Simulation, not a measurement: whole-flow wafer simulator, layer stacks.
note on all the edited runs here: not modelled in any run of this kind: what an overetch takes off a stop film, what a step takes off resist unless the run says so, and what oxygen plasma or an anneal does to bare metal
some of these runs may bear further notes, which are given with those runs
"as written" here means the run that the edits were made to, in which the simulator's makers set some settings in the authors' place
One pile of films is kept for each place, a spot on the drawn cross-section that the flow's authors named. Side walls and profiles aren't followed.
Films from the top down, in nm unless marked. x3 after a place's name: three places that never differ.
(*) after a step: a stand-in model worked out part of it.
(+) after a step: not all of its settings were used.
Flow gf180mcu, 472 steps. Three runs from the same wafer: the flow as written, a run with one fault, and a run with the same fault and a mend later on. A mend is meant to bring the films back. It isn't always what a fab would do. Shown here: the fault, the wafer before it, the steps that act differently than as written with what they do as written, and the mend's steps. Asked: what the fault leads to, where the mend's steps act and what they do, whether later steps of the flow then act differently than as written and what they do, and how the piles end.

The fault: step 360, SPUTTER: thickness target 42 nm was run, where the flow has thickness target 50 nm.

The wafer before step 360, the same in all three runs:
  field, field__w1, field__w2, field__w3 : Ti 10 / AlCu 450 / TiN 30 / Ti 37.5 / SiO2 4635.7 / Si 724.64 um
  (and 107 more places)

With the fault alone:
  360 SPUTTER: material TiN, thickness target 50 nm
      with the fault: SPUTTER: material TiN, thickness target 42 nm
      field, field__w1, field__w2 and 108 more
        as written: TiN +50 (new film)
        with the fault: TiN +42 (new film)
  Later steps of the flow that act differently than as written (5 more steps differ only slightly, by at most 2% or 0.5 nm, whichever is larger, and aren't shown):
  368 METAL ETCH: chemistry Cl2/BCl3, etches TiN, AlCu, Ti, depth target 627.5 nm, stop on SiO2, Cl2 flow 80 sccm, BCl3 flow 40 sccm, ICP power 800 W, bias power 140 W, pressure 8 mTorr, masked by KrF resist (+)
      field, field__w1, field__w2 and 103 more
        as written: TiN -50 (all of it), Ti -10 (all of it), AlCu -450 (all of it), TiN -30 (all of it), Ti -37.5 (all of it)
        with the fault: TiN -42 (all of it), Ti -10 (all of it), AlCu -450 (all of it), TiN -30 (all of it), Ti -37.5 (all of it)
  At the end the piles differ from the flow's by more than 2% or 0.5 nm, whichever is larger, at field__w8, contact, m1, m1__w1, m1_nw.
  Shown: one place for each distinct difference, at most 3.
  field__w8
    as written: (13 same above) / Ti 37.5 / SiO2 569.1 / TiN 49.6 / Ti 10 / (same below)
    with the fault: (13 same above) / Ti 37.5 / SiO2 577.1 / TiN 41.6 / Ti 10 / (same below)
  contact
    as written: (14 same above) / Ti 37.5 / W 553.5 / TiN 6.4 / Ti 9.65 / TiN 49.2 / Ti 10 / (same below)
    with the fault: (14 same above) / Ti 37.5 / W 561.6 / TiN 6.37 / Ti 9.61 / TiN 41.2 / Ti 10 / (same below)

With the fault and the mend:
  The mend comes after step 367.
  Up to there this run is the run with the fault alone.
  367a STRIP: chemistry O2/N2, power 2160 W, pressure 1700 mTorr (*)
      field__w8, contact, m1, m1__w1, m1_nw
        KrF resist -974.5 (all of it)
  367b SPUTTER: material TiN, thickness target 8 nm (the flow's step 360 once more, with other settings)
      field, field__w1, field__w2 and 108 more
        TiN +8
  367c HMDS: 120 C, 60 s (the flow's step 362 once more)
      changes no film at any place that is followed
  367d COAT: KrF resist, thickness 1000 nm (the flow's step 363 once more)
      field, field__w1, field__w2 and 108 more
        KrF resist +1000 (new film)
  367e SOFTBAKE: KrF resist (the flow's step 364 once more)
      changes no film at any place that is followed
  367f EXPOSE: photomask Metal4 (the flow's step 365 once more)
      changes no film at any place that is followed
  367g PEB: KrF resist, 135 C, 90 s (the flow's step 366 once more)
      field, field__w1, field__w2 and 108 more
        KrF resist -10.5
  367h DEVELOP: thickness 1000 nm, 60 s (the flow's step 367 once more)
      field, field__w1, field__w2 and 103 more
        KrF resist -989.5 (all of it)
      field__w8, contact, m1, m1__w1, m1_nw
        KrF resist -14.9
  No later step of the flow acts differently than as written at any place that is followed.
  At the end the piles are the same as the flow's at every place that both follow.
